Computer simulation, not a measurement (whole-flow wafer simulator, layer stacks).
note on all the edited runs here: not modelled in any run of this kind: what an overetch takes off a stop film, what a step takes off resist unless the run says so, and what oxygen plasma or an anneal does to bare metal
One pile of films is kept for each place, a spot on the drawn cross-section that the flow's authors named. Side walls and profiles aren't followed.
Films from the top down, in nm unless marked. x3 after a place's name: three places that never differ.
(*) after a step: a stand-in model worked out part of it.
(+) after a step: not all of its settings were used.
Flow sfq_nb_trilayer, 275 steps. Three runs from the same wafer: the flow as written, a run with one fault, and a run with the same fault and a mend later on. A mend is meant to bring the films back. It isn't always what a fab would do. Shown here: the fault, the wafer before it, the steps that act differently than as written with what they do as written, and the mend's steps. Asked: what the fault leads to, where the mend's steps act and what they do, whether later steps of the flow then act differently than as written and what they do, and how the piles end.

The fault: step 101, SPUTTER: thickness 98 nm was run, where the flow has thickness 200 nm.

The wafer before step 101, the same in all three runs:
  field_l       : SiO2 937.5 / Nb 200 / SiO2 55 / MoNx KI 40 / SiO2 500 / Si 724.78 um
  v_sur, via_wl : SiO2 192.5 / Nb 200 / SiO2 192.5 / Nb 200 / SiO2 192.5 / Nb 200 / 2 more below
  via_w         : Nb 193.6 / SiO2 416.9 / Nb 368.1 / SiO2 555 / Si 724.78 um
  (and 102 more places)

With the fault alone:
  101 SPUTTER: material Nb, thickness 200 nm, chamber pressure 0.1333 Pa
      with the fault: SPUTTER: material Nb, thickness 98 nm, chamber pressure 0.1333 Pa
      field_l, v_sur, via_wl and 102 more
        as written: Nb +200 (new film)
        with the fault: Nb +98 (new film)
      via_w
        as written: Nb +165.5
        with the fault: Nb +80.8
  Later steps of the flow that act differently than as written (4 more steps differ only slightly, by at most 2% or 0.5 nm, whichever is larger, and aren't shown):
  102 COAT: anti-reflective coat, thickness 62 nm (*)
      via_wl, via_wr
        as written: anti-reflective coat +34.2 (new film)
        with the fault: anti-reflective coat +32.8 (new film)
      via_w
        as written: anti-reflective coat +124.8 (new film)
        with the fault: anti-reflective coat +119.8 (new film)
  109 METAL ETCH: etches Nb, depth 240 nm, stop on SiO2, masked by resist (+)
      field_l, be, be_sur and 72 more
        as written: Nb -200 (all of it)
        with the fault: Nb -98 (all of it)
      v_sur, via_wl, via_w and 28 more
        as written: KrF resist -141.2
        with the fault: KrF resist -86.5
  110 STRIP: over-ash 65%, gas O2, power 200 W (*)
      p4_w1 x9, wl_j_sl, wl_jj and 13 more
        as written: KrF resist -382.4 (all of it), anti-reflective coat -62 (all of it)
        with the fault: KrF resist -437.1 (all of it), anti-reflective coat -62 (all of it)
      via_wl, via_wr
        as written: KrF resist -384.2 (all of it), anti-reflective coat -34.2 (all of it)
        with the fault: KrF resist -441.5 (all of it), anti-reflective coat -32.8 (all of it)
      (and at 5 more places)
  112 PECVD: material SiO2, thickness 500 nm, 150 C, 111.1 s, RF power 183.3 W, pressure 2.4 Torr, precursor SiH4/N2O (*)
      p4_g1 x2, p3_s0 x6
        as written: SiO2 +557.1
        with the fault: SiO2 +500
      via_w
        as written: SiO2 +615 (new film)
        with the fault: SiO2 +586.6 (new film)
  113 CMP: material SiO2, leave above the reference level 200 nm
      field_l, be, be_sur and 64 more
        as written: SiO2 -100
        with the fault: SiO2 -202
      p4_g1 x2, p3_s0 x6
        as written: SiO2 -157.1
        with the fault: SiO2 -202
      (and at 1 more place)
  At the end the piles differ from the flow's by more than 2% or 0.5 nm, whichever is larger, at field_l, v_sur, via_wl and 103 more.
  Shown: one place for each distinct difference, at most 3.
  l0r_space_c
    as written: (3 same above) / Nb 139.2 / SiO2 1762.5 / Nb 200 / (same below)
    with the fault: (3 same above) / Nb 139.2 / SiO2 1660.5 / Nb 200 / (same below)
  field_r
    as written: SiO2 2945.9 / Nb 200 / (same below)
    with the fault: SiO2 2843.9 / Nb 200 / (same below)
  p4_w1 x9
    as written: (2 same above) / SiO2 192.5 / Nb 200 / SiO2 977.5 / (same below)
    with the fault: (2 same above) / SiO2 192.5 / Nb 98 / SiO2 977.5 / (same below)

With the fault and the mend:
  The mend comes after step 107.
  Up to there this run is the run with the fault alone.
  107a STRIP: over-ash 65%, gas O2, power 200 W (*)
      p4_fl x3, p4_g1 x2, p3_s0 x6 and 42 more
        anti-reflective coat -62 (all of it)
      p4_w1 x9, wl_j_sl, wl_jj and 13 more
        KrF resist -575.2 (all of it), anti-reflective coat -62 (all of it)
      r_sur, res, r_end and 9 more
        anti-reflective coat -61.8 (all of it)
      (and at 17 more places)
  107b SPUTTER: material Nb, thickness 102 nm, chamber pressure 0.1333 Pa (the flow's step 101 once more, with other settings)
      field_l, v_sur, via_wl and 102 more
        Nb +102
      via_w
        Nb +83.3
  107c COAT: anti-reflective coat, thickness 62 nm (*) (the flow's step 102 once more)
      p4_fl x3, p4_w1 x9, p4_g1 x2 and 63 more
        anti-reflective coat +62 (new film)
      r_sur, res, r_end and 9 more
        anti-reflective coat +61.8 (new film)
      jj_sur, ce_l, c5j, ce_r, sp_r, be_r
        anti-reflective coat +61.7 (new film)
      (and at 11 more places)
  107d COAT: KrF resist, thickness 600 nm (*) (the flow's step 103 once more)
      p4_fl x3, p4_w1 x9, p4_g1 x2 and 63 more
        KrF resist +600 (new film)
      r_end, moat, field_r, lsp_l, l0_sur
        KrF resist +599.4 (new film)
      be_r, r_sur, res, l0v
        KrF resist +599.3 (new film)
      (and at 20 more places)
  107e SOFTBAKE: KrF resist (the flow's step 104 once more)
      changes no film at any place that is followed
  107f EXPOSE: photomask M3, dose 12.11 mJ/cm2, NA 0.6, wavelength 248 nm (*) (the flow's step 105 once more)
      changes no film at any place that is followed
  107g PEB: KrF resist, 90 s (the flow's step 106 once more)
      wire, be, be_sur and 96 more
        KrF resist -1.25
      field_l, via_v
        KrF resist -1.24
      via_wl, via_wr
        KrF resist -1.26
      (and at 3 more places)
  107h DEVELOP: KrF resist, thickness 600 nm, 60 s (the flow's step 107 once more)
      p4_fl x3, p4_g1 x2, p3_s0 x6 and 42 more
        KrF resist -598.7 (all of it)
      v_sur, via_wl, via_w and 28 more
        KrF resist -23.5
      moat, field_r, lsp_l, ln_m5, lsp_m, ln_m6, lsp_r, l0_sur
        KrF resist -598.2 (all of it)
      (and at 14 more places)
  No later step of the flow acts differently than as written, at any place that is followed, by more than 2% or 0.5 nm, whichever is larger.
  At the end the piles differ from the flow's only slightly at the places that both follow, by at most 2% or 0.5 nm, whichever is larger.
